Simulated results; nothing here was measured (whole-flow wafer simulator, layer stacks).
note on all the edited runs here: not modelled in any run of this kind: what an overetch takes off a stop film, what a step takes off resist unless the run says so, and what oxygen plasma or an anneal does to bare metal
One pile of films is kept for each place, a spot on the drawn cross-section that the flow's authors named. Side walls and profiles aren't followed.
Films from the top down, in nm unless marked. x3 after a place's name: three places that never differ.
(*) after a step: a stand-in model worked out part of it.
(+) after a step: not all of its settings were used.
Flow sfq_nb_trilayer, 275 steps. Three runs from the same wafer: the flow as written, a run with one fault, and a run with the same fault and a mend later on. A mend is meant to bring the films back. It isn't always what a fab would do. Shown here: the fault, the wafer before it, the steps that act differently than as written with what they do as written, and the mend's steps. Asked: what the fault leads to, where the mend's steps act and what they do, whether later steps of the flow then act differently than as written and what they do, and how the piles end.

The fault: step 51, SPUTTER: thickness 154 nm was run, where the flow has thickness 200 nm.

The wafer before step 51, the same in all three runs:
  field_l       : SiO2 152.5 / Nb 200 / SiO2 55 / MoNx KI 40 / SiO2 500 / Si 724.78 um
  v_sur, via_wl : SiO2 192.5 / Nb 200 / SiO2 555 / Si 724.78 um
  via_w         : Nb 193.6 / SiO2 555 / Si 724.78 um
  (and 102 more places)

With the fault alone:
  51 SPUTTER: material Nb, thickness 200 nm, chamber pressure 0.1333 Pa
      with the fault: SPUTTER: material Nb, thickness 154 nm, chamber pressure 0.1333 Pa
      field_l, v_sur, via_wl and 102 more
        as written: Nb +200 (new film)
        with the fault: Nb +154 (new film)
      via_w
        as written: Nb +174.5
        with the fault: Nb +135
  Later steps of the flow that act differently than as written (3 more steps differ only slightly, by at most 2% or 0.5 nm, whichever is larger, and aren't shown):
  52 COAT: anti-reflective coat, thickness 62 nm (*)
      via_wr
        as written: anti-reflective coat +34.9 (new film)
        with the fault: anti-reflective coat +33.8 (new film)
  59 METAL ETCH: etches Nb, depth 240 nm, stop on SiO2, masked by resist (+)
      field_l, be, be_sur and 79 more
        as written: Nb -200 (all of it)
        with the fault: Nb -154 (all of it)
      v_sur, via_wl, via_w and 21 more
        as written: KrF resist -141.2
        with the fault: KrF resist -135.9
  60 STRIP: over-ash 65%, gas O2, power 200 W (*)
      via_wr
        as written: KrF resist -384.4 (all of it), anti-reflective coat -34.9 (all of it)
        with the fault: KrF resist -391.3 (all of it), anti-reflective coat -33.8 (all of it)
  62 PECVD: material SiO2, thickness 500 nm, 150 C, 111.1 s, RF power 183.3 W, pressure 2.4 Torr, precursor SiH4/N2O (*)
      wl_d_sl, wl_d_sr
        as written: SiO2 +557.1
        with the fault: SiO2 +511.1
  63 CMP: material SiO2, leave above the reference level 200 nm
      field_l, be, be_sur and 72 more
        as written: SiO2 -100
        with the fault: SiO2 -146
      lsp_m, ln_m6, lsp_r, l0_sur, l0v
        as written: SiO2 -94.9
        with the fault: SiO2 -146
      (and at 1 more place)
  At the end the piles differ from the flow's by more than 2% or 0.5 nm, whichever is larger, at v_sur, via_wl, via_w and 79 more.
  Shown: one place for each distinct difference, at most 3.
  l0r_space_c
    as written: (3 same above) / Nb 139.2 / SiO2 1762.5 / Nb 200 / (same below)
    with the fault: (3 same above) / Nb 139.2 / SiO2 1716.5 / Nb 200 / (same below)
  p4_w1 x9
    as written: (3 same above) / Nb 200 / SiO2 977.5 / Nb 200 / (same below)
    with the fault: (3 same above) / Nb 200 / SiO2 931.5 / Nb 200 / (same below)
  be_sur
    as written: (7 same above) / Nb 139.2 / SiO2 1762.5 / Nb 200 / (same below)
    with the fault: (7 same above) / Nb 139.2 / SiO2 1716.5 / Nb 200 / (same below)

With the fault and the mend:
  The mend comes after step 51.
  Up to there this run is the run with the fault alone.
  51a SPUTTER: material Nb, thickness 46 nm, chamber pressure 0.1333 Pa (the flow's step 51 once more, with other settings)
      field_l, v_sur, via_wl and 102 more
        Nb +46
      via_w
        Nb +36.2
  No later step of the flow acts differently than as written, at any place that is followed, by more than 2% or 0.5 nm, whichever is larger.
  At the end the piles differ from the flow's only slightly at the places that both follow, by at most 2% or 0.5 nm, whichever is larger.
